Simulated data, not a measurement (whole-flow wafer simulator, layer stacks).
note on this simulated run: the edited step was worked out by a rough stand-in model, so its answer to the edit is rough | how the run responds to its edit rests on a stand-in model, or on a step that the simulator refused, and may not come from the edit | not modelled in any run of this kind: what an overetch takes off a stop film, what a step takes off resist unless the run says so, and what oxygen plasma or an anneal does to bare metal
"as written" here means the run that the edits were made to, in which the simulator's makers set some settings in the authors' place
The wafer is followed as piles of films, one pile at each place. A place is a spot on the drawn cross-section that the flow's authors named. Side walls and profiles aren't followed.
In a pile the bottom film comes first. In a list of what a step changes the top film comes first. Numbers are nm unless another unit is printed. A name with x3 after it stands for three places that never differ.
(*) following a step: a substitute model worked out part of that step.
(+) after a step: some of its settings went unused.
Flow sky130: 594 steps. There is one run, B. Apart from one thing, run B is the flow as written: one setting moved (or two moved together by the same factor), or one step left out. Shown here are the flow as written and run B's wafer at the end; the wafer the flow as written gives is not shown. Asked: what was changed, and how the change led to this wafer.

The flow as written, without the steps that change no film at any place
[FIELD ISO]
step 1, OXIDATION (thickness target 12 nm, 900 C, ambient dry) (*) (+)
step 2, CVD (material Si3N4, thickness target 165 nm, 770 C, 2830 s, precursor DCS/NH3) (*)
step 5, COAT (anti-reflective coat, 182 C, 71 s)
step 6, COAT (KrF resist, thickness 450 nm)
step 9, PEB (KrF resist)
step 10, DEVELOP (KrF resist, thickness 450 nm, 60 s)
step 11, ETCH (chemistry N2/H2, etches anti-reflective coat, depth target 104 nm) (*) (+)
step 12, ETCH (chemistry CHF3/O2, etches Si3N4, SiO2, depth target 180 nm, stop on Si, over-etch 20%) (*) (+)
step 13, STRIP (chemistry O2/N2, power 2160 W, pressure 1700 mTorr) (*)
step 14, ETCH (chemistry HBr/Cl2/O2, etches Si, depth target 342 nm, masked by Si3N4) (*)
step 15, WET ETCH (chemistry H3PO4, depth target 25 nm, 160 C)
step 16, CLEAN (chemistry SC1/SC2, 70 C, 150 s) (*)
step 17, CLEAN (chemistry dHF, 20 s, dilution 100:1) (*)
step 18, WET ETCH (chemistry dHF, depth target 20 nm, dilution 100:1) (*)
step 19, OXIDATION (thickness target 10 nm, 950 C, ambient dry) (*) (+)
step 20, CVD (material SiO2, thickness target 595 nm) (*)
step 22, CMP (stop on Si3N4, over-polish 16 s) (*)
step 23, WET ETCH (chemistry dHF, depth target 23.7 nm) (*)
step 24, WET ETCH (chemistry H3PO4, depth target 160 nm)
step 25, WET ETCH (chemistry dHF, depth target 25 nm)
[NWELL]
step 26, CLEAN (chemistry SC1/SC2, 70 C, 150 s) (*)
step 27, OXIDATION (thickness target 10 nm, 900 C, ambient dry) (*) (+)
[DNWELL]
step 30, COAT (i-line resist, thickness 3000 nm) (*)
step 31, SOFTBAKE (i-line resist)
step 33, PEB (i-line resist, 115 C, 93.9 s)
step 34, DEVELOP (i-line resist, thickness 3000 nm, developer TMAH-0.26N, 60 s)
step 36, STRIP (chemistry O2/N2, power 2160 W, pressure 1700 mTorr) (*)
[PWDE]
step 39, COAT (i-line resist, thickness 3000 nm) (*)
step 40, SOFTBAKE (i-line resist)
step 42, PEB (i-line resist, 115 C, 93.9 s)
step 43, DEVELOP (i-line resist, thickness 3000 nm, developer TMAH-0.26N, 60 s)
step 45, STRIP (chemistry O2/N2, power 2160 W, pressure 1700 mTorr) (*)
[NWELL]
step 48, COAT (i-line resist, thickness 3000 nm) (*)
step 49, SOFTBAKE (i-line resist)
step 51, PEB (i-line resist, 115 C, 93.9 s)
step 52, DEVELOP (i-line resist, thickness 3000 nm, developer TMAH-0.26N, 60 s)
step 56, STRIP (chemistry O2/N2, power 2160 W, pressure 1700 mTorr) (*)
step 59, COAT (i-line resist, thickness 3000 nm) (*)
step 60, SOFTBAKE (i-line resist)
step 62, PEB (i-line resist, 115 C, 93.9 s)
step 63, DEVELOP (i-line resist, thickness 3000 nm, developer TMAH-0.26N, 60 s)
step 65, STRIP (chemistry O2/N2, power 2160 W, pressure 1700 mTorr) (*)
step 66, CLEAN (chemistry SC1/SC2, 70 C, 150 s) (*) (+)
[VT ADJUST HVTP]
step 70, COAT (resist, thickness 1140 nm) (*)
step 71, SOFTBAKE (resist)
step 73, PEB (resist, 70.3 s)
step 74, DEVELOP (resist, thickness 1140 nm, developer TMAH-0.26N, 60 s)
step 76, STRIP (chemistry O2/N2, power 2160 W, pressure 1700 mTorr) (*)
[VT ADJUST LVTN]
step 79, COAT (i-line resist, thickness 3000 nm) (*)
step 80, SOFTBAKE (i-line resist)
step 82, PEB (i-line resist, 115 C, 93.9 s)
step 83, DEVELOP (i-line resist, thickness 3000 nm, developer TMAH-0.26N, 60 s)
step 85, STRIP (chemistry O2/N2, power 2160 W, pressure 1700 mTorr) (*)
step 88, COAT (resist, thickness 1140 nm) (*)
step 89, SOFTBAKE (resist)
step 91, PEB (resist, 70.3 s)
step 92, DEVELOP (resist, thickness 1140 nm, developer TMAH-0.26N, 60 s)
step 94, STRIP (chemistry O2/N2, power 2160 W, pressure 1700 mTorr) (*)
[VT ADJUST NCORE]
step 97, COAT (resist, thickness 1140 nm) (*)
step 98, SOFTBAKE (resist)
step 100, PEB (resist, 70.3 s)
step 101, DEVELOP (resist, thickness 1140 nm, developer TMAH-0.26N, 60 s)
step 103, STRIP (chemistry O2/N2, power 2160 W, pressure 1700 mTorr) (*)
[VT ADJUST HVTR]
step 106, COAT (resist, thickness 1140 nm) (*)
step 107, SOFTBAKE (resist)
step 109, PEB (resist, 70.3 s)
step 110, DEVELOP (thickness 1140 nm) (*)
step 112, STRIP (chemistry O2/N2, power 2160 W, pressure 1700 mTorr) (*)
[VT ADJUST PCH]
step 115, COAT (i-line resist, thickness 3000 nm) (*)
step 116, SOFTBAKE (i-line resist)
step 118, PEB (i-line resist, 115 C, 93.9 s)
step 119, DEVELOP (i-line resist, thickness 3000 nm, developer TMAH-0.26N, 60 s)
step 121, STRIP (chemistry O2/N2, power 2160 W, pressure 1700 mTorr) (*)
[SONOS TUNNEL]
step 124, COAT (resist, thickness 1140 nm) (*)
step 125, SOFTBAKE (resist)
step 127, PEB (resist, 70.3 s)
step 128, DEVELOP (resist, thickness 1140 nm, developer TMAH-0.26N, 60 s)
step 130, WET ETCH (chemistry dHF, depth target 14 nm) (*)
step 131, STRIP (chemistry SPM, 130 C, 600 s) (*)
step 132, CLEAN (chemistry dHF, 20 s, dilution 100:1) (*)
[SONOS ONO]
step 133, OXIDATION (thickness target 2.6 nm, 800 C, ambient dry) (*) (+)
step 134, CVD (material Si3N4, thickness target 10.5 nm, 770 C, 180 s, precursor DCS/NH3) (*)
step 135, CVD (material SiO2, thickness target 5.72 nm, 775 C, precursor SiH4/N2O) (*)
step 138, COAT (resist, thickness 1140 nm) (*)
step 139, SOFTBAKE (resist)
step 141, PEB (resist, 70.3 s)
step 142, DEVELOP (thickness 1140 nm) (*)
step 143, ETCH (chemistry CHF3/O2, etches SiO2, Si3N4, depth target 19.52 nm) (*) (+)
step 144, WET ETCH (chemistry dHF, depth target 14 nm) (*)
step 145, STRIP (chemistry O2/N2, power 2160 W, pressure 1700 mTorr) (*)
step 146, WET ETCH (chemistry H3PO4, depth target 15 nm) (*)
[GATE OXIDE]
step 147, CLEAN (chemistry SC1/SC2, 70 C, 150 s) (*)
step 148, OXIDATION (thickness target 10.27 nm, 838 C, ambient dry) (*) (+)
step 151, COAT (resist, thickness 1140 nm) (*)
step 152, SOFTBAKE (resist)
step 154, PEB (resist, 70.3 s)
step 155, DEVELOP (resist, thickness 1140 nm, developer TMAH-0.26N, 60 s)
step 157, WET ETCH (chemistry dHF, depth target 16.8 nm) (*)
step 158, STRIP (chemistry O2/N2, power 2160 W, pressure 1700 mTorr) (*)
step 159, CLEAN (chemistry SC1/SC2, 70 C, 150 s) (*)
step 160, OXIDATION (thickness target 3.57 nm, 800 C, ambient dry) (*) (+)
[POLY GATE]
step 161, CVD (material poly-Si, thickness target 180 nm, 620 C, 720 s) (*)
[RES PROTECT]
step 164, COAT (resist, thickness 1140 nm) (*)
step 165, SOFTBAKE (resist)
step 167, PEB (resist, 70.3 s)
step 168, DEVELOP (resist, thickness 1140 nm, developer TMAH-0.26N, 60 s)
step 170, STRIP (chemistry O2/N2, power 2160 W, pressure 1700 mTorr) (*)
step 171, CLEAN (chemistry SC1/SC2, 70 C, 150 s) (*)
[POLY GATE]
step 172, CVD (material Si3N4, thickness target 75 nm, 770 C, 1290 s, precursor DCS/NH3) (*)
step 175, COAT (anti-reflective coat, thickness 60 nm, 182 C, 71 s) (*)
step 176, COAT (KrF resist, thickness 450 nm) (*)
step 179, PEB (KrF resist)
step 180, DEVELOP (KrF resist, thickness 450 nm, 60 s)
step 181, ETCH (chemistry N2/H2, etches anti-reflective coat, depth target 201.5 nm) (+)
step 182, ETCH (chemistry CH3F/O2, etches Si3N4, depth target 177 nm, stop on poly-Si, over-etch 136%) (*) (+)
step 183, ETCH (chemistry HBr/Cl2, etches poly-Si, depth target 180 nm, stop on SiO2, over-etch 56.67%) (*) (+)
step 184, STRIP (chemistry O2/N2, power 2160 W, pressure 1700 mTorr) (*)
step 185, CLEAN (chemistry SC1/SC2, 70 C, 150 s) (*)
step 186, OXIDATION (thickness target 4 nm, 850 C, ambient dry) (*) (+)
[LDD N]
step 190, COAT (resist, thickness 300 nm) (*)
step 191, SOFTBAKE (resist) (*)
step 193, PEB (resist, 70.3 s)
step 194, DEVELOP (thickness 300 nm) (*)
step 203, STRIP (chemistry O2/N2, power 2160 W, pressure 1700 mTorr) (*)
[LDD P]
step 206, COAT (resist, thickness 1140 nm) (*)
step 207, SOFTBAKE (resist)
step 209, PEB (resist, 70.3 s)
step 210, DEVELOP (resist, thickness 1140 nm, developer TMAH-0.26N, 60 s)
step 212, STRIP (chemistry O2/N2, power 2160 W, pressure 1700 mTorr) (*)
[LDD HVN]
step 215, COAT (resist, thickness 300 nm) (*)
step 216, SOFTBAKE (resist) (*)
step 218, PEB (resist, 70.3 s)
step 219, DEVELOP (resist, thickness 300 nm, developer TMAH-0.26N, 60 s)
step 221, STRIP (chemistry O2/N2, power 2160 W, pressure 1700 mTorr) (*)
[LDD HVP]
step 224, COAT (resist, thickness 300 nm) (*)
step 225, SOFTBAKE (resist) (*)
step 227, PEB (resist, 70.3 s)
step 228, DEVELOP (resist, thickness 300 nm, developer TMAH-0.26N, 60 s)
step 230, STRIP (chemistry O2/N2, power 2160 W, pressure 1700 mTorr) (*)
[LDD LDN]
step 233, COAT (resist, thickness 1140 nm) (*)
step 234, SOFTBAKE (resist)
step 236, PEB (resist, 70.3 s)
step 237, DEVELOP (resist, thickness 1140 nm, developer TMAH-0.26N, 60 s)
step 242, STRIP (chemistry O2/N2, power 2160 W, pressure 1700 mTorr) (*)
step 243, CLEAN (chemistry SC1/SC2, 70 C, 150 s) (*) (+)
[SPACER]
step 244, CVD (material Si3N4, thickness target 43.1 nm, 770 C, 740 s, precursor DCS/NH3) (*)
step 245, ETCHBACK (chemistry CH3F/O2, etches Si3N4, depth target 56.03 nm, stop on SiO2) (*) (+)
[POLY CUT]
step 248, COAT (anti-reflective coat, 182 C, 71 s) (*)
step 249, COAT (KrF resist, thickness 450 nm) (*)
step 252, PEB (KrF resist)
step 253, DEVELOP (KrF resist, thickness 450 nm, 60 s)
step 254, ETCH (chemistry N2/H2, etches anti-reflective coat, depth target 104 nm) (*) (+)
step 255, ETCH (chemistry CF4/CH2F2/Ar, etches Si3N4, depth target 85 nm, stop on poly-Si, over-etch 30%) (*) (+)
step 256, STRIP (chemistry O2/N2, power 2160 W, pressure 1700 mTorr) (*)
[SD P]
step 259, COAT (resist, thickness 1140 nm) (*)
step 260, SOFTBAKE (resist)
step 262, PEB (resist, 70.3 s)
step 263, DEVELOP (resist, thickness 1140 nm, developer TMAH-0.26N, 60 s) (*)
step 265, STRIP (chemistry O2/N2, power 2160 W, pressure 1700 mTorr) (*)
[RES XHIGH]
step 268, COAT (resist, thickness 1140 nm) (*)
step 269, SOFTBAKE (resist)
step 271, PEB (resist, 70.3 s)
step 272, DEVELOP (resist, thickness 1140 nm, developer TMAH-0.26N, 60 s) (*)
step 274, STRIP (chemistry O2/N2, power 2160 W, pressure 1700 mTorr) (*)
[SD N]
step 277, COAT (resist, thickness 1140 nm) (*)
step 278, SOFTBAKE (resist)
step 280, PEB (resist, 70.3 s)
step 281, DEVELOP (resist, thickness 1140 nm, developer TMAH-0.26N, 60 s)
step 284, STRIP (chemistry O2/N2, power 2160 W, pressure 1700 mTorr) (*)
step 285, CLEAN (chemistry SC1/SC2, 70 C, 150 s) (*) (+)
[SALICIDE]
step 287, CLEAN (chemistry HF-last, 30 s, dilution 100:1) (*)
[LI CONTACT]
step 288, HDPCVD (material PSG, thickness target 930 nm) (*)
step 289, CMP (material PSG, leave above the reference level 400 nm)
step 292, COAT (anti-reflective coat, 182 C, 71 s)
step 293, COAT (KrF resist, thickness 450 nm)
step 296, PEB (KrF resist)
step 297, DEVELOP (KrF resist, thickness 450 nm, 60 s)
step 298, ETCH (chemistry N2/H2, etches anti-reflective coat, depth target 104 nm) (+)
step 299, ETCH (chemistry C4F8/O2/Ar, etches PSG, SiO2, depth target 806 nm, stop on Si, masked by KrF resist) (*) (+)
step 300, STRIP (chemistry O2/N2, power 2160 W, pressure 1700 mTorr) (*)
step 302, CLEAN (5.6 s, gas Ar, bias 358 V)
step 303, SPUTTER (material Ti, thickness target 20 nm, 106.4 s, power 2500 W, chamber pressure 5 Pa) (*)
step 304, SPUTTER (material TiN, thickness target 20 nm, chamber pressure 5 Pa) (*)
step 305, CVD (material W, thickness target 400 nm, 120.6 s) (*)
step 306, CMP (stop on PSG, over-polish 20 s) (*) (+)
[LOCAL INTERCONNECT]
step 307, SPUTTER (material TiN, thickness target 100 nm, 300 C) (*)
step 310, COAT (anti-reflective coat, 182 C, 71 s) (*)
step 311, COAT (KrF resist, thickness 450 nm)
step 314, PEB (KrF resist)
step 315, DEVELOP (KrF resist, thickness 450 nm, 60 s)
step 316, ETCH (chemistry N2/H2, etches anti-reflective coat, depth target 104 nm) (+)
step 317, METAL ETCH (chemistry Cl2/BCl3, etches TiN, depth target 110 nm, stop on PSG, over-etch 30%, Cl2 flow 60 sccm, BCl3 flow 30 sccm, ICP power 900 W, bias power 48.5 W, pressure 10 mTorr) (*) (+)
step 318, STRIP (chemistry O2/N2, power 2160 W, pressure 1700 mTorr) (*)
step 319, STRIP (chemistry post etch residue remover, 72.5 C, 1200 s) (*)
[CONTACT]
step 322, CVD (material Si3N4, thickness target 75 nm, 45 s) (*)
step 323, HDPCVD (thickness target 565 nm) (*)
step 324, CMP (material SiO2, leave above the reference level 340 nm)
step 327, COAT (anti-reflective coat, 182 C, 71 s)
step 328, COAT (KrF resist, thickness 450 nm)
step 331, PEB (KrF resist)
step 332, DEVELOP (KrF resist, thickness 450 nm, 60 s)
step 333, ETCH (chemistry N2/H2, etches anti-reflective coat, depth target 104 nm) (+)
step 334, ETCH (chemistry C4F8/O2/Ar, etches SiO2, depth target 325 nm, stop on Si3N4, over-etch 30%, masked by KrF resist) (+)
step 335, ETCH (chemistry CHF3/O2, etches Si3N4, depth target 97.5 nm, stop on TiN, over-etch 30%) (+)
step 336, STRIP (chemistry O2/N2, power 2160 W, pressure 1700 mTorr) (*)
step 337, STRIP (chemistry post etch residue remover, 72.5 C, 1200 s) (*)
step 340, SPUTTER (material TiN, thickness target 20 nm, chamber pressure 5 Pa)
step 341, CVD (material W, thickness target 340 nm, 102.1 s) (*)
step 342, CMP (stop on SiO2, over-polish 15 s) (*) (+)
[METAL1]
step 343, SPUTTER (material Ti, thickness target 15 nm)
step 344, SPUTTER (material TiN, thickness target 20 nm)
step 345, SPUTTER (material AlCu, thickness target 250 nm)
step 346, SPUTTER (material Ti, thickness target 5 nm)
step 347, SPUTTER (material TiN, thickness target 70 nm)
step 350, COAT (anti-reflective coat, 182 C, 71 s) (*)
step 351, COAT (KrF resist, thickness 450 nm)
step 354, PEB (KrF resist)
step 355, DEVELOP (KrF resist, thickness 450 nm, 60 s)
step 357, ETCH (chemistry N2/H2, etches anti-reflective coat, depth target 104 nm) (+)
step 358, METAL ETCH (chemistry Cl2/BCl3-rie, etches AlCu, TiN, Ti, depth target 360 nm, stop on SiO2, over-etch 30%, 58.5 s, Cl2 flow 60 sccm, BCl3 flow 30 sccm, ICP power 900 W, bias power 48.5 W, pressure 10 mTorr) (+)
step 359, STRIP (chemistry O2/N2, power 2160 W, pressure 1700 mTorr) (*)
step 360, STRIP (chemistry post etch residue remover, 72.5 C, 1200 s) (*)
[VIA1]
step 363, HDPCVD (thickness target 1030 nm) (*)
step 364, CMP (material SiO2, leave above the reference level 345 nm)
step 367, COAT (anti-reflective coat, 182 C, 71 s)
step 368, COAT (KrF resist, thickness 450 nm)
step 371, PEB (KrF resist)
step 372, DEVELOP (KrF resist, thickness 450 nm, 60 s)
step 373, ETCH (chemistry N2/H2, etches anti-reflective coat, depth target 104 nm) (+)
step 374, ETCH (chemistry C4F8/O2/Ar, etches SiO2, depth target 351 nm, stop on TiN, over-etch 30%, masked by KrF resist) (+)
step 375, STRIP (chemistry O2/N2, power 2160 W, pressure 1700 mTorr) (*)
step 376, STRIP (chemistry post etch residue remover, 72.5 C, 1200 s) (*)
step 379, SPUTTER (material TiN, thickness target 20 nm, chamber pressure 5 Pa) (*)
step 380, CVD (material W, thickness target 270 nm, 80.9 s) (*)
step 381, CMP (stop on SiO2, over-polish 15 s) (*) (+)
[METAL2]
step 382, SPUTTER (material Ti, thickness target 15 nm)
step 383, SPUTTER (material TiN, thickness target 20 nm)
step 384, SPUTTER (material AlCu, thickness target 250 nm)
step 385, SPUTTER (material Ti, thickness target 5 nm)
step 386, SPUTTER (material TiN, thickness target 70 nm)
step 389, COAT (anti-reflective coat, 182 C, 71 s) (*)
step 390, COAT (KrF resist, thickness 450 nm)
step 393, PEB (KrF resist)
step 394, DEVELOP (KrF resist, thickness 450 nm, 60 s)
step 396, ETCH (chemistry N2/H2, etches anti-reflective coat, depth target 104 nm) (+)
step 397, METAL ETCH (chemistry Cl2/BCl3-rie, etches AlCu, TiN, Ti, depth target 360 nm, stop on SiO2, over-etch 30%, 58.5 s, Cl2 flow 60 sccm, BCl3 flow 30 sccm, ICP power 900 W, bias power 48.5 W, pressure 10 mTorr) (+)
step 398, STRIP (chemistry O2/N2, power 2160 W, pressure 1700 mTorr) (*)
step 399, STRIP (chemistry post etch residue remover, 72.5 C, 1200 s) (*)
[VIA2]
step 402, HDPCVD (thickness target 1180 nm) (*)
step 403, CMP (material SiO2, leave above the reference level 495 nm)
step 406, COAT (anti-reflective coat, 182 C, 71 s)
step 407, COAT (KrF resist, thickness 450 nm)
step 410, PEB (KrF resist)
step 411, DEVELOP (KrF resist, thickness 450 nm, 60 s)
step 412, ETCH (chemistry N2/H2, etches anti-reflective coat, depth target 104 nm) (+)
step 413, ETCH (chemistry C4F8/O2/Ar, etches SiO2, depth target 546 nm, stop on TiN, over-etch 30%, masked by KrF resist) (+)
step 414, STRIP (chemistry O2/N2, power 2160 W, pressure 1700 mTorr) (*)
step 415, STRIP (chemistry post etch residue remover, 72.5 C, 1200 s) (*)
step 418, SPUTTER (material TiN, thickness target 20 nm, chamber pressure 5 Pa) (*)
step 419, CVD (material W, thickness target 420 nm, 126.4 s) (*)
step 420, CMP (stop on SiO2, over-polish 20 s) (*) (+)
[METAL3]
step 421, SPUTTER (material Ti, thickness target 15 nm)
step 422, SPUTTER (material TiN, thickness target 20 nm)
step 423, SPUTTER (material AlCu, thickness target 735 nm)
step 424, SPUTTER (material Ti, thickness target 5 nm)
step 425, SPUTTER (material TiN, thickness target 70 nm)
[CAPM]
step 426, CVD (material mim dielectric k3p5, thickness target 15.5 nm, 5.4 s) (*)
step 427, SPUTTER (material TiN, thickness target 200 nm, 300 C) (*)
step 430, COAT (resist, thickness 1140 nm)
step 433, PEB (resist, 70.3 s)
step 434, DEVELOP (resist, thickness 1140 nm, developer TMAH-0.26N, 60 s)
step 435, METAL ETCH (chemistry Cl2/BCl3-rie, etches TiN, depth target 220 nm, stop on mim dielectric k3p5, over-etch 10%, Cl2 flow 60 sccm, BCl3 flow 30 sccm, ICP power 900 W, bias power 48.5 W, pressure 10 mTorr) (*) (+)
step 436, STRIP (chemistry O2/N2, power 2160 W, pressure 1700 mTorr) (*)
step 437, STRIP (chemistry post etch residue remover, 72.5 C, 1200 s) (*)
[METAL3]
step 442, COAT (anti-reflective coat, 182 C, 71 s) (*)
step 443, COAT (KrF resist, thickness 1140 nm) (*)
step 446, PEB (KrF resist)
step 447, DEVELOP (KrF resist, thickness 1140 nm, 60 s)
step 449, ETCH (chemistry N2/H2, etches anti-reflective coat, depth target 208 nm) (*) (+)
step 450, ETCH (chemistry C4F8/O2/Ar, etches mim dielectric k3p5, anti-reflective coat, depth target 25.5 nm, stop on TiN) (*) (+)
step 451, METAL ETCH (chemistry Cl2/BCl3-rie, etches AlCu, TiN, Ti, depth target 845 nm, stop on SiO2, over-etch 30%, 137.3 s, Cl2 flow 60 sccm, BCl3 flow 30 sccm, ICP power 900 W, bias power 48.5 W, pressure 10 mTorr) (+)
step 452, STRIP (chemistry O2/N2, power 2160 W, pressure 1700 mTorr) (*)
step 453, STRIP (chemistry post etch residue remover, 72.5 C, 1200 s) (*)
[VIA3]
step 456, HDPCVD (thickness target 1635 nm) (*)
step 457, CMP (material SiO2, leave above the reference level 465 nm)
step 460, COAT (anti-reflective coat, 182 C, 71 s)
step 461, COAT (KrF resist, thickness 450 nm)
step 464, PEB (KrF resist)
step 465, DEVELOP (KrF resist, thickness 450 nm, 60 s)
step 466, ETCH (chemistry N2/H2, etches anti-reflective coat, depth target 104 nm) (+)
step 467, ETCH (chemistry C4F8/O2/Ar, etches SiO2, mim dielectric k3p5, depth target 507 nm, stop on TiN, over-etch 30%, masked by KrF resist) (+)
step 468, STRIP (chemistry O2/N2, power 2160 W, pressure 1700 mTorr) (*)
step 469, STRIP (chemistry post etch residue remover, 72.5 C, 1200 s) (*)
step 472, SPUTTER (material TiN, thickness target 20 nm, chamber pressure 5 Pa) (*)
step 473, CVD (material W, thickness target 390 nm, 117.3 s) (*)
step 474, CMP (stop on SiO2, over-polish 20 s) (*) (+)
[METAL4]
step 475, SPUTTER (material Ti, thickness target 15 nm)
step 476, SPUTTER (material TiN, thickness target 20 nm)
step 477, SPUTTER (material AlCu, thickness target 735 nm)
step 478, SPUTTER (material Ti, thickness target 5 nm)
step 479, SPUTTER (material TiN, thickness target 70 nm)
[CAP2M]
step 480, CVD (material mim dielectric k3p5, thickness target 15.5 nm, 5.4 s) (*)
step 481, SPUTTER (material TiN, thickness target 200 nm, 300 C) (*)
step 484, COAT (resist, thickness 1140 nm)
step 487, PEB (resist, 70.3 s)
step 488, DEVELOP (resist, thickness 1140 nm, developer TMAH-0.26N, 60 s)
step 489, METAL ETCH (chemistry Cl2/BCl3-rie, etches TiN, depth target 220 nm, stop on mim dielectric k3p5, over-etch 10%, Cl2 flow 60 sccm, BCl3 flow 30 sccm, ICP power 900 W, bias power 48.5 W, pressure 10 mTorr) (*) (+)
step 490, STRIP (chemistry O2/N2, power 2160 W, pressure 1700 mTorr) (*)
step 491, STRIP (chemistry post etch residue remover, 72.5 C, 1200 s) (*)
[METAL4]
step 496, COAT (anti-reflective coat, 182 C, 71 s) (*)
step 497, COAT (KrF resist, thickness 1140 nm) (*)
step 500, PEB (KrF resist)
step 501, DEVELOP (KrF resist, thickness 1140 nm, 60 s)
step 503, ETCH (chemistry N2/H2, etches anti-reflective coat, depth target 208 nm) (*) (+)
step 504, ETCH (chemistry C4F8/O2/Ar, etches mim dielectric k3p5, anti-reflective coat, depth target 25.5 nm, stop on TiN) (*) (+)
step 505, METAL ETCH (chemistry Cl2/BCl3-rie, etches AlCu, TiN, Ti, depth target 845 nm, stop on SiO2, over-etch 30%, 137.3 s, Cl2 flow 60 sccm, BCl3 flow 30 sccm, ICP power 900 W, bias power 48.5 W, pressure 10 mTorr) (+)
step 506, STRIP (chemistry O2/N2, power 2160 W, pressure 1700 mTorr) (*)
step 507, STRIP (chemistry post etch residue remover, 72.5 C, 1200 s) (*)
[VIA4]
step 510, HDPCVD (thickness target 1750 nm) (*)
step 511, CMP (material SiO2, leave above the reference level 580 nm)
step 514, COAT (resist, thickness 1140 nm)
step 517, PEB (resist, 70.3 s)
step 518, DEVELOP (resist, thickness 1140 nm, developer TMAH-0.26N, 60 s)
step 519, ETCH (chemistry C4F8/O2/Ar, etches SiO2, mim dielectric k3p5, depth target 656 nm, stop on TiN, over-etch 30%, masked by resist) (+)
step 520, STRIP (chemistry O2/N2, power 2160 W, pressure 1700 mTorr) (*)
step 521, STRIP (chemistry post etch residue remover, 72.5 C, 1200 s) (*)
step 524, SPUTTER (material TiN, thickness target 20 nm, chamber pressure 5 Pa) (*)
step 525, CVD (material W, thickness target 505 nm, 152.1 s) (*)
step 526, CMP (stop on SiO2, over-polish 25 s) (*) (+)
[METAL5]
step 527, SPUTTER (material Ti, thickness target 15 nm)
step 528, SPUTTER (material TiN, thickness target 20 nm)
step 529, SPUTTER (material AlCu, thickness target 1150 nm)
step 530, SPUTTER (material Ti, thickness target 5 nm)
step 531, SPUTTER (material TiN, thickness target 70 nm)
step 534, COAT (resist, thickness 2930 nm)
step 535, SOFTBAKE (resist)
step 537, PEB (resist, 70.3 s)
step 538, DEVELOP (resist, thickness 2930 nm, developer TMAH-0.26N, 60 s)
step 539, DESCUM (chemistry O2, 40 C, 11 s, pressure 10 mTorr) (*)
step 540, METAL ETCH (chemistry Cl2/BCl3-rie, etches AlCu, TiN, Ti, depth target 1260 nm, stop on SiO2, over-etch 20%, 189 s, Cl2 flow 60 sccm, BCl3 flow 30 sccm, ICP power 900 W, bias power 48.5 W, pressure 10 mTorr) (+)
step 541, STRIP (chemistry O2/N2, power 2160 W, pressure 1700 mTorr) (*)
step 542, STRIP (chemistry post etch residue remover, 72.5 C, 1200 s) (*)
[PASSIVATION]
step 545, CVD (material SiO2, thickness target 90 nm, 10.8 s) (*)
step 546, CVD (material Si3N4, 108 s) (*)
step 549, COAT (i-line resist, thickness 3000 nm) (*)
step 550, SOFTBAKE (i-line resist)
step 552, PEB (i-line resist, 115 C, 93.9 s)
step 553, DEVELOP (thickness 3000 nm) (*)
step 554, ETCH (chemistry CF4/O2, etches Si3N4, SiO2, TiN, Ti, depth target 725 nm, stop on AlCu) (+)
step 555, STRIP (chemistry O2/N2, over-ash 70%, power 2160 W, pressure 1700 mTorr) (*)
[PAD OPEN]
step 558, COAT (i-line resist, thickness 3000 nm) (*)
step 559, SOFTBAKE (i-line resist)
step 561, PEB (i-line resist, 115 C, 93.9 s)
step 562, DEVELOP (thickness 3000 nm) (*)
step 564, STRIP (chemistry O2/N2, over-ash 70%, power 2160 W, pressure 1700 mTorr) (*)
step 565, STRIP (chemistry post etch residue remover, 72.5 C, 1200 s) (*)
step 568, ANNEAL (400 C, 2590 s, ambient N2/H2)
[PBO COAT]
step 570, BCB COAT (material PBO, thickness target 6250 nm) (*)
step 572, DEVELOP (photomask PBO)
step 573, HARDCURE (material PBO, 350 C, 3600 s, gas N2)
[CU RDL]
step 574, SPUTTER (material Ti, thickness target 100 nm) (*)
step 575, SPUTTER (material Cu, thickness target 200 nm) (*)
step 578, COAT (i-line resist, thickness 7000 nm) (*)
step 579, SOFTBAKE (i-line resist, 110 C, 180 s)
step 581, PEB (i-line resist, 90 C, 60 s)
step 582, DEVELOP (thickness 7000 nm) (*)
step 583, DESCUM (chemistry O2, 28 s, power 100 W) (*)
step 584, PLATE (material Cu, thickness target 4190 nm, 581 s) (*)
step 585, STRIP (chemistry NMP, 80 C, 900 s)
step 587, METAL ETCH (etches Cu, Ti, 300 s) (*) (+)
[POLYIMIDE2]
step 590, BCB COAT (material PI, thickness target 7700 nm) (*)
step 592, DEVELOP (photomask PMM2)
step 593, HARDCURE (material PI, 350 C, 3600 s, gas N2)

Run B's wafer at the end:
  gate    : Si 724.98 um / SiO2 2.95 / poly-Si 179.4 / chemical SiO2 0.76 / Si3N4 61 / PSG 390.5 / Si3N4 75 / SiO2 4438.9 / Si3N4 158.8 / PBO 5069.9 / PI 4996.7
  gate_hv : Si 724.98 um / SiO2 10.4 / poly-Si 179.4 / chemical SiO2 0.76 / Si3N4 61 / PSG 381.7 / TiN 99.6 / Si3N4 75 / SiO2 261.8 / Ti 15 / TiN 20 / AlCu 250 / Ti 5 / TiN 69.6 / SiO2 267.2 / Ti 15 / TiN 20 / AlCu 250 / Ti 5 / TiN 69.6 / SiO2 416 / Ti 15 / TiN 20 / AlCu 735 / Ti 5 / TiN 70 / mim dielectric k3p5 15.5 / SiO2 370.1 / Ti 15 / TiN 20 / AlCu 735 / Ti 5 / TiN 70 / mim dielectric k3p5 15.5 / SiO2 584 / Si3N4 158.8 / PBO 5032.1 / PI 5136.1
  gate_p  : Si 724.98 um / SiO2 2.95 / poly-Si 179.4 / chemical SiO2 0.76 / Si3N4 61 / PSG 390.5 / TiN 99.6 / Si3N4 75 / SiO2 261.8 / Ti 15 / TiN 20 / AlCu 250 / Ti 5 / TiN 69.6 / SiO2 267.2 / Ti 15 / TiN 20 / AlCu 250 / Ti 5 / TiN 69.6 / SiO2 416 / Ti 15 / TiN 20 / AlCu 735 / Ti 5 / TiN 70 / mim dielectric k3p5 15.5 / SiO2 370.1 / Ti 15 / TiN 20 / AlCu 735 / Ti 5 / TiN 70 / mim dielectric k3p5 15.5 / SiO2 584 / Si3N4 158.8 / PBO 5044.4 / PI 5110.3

Cause: step 160, OXIDATION: 760 C was run, whereas the flow has 800 C.

How this came from the change, step by step:
  step 160, OXIDATION (thickness target 3.57 nm, 800 C, ambient dry) (*) (+)
      active, n_well, p_well and 58 more: SiO2 gains 2.95 (new film), chemical SiO2 loses 0.76 (all of it), Si loses 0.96 (as written it would have been: SiO2 gains 3.57 (new film), chemical SiO2 loses 0.76 (all of it), Si loses 1.24)
